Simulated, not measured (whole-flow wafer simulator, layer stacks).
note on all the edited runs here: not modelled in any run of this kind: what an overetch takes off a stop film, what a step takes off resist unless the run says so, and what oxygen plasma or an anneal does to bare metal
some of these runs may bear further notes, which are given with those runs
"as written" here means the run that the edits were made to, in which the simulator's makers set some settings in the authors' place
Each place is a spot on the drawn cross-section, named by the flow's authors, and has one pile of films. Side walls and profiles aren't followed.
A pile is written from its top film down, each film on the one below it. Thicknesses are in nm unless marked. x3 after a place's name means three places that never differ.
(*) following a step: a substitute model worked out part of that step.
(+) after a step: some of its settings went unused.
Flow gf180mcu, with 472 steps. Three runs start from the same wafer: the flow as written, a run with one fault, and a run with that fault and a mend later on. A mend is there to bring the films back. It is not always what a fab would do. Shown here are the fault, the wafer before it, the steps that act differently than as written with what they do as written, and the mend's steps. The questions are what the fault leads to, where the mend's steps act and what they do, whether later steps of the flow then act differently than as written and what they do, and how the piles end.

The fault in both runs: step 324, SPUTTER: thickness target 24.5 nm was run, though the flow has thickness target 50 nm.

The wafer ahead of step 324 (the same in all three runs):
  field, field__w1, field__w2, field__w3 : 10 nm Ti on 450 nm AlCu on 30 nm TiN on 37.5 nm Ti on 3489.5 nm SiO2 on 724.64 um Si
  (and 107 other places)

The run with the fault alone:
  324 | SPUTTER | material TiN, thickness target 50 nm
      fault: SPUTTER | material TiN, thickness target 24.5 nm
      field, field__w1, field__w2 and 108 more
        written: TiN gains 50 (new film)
        fault: TiN gains 24.5 (new film)
  Later steps of the flow acting differently than as written (2 other steps are not shown; they differ only slightly, by no more than 2% or 0.5 nm, whichever is larger):
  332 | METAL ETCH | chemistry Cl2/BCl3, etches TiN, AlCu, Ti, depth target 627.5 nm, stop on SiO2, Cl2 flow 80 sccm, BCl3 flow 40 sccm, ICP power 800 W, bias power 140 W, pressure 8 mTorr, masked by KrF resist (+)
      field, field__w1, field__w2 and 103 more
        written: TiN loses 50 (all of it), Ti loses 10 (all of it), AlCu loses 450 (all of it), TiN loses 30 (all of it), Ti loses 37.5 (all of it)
        fault: TiN loses 24.5 (all of it), Ti loses 10 (all of it), AlCu loses 450 (all of it), TiN loses 30 (all of it), Ti loses 37.5 (all of it)
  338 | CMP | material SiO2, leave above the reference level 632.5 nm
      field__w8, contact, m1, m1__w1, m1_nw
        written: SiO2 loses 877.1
        fault: SiO2 loses 851.6
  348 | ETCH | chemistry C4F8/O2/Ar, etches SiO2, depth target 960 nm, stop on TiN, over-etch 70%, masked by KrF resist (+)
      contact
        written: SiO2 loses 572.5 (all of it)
        fault: SiO2 loses 598 (all of it)
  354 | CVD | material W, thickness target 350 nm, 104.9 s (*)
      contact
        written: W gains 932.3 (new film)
        fault: W gains 958 (new film)
  At field__w8, contact, m1, m1__w1, m1_nw, the piles at the end differ from the flow's by more than 2% or 0.5 nm, whichever is larger.
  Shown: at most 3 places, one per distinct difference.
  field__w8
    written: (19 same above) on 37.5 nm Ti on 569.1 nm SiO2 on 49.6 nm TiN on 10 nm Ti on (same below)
    fault: (19 same above) on 37.5 nm Ti on 594.6 nm SiO2 on 24.1 nm TiN on 10 nm Ti on (same below)
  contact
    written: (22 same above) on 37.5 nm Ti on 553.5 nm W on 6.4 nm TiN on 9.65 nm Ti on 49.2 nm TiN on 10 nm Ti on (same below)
    fault: (22 same above) on 37.5 nm Ti on 579.2 nm W on 6.31 nm TiN on 9.51 nm Ti on 23.7 nm TiN on 10 nm Ti on (same below)

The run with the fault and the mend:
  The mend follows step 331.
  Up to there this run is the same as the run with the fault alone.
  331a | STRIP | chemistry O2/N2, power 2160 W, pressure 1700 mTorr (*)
      field__w8, contact, m1, m1__w1, m1_nw
        KrF resist loses 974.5 (all of it)
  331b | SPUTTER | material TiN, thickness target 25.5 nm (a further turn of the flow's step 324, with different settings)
      field, field__w1, field__w2 and 108 more
        TiN gains 25.5
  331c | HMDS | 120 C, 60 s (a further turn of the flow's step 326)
      alters no film at any place that is followed
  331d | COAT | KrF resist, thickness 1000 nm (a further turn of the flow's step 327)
      field, field__w1, field__w2 and 108 more
        KrF resist gains 1000 (new film)
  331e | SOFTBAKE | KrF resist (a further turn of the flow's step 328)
      alters no film at any place that is followed
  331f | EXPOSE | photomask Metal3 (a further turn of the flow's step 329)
      alters no film at any place that is followed
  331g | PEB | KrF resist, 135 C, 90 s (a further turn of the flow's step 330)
      field, field__w1, field__w2 and 108 more
        KrF resist loses 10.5
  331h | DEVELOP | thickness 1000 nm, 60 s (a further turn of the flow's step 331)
      field, field__w1, field__w2 and 103 more
        KrF resist loses 989.5 (all of it)
      field__w8, contact, m1, m1__w1, m1_nw
        KrF resist loses 14.9
  Later steps of the flow that are run all act as written at every place that is followed.
  By the end, the piles equal the flow's at every place that both follow.
